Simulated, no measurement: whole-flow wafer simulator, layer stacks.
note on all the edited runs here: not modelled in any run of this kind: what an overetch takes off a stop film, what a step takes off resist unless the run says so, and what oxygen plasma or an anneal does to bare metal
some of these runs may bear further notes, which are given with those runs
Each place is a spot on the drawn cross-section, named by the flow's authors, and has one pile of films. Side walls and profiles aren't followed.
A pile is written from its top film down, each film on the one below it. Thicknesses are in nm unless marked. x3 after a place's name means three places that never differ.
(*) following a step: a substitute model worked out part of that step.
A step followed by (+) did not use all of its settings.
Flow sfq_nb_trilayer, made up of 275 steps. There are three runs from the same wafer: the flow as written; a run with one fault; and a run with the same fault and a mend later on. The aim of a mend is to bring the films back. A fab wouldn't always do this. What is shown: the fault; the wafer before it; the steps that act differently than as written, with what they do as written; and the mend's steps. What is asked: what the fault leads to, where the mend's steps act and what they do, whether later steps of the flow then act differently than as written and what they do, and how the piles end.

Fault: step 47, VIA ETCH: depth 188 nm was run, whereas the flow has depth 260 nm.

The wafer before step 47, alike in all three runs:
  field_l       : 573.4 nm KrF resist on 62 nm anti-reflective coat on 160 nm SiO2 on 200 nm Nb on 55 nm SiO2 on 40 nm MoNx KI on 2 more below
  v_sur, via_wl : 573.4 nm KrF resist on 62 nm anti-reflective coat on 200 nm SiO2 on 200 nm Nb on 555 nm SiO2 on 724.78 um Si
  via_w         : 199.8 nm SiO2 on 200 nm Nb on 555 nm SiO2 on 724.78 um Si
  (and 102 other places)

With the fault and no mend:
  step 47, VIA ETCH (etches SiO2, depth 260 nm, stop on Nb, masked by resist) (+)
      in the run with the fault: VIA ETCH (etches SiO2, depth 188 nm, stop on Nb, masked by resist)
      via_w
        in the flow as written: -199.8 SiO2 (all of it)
        in the run with the fault: -188 SiO2
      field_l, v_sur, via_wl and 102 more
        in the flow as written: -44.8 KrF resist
        in the run with the fault: -32.4 KrF resist
  Later steps of the flow acting differently than as written (not shown: 6 more steps that differ only slightly, by at most 2% or 0.5 nm, whichever is larger):
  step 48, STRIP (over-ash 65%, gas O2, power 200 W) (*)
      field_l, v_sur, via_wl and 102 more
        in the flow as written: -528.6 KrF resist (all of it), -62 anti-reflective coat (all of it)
        in the run with the fault: -541 KrF resist (all of it), -62 anti-reflective coat (all of it)
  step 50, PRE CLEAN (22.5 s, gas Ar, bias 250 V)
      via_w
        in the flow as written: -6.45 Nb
        in the run with the fault: -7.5 SiO2
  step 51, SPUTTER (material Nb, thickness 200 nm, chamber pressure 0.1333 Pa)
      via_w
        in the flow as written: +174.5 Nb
        in the run with the fault: +176.8 Nb (new film)
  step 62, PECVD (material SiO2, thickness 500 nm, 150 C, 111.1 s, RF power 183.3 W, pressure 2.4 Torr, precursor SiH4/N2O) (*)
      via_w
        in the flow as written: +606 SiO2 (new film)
        in the run with the fault: +593 SiO2 (new film)
  The piles end different from the flow's at via_w by more than 2% or 0.5 nm, whichever is larger.
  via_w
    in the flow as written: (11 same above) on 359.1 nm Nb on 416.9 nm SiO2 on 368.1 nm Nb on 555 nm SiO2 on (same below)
    in the run with the fault: (11 same above) on 359.1 nm Nb on 403.9 nm SiO2 on 176.8 nm Nb on 4.34 nm SiO2 on 200 nm Nb on 555 nm SiO2 on (same below)

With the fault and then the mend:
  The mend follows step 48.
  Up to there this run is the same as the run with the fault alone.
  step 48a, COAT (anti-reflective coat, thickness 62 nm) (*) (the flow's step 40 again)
      p4_fl x3, p4_w1 x9, p4_g1 x2 and 63 more
        +62 anti-reflective coat (new film)
      be_r, r_sur, res and 10 more
        +61.8 anti-reflective coat (new film)
      jj_sur, ce_l, c5j, ce_r, sp_r
        +61.7 anti-reflective coat (new film)
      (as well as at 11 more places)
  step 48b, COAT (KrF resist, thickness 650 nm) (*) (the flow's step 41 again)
      p4_fl x3, p4_w1 x9, p4_g1 x2 and 63 more
        +650 KrF resist (new film)
      r_end, moat, field_r and 6 more
        +649.5 KrF resist (new film)
      be_r, r_sur, res, l0v
        +649.4 KrF resist (new film)
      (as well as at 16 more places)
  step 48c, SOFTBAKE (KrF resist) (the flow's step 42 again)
      does not change any film at any place that is followed
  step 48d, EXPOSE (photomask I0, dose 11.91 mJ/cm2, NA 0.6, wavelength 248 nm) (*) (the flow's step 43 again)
      does not change any film at any place that is followed
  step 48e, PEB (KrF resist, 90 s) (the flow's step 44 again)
      jj_sur, ce_l, c5j and 92 more
        -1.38 KrF resist
      via_v, wire, be, be_sur, gap
        -1.37 KrF resist
      v_sur, via_sp
        -1.35 KrF resist
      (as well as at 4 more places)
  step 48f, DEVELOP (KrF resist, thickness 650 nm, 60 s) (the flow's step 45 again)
      field_l, v_sur, via_wl and 102 more
        -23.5 KrF resist
      via_w
        -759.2 KrF resist (all of it)
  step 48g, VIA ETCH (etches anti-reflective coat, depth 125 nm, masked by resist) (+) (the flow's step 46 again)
      field_l, v_sur, via_wl and 102 more
        -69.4 KrF resist
      via_w
        -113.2 anti-reflective coat (all of it)
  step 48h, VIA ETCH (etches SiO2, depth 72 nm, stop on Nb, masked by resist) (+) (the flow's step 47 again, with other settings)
      field_l, v_sur, via_wl and 102 more
        -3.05 KrF resist
      via_w
        -11.8 SiO2 (all of it)
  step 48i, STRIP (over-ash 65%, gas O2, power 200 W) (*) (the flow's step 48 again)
      p4_fl x3, p4_w1 x9, p4_g1 x2 and 63 more
        -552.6 KrF resist (all of it), -62 anti-reflective coat (all of it)
      r_end, moat, field_r and 6 more
        -552.1 KrF resist (all of it), -61.8 anti-reflective coat (all of it)
      be_r, r_sur, res, l0v
        -552 KrF resist (all of it), -61.8 anti-reflective coat (all of it)
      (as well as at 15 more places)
  Later steps of the flow that are run all act as written at every place that is followed, up to a difference of at most 2% or 0.5 nm, whichever is larger.
  The piles end only slightly different from the flow's at the places that both follow, by no more than 2% or 0.5 nm, whichever is larger.
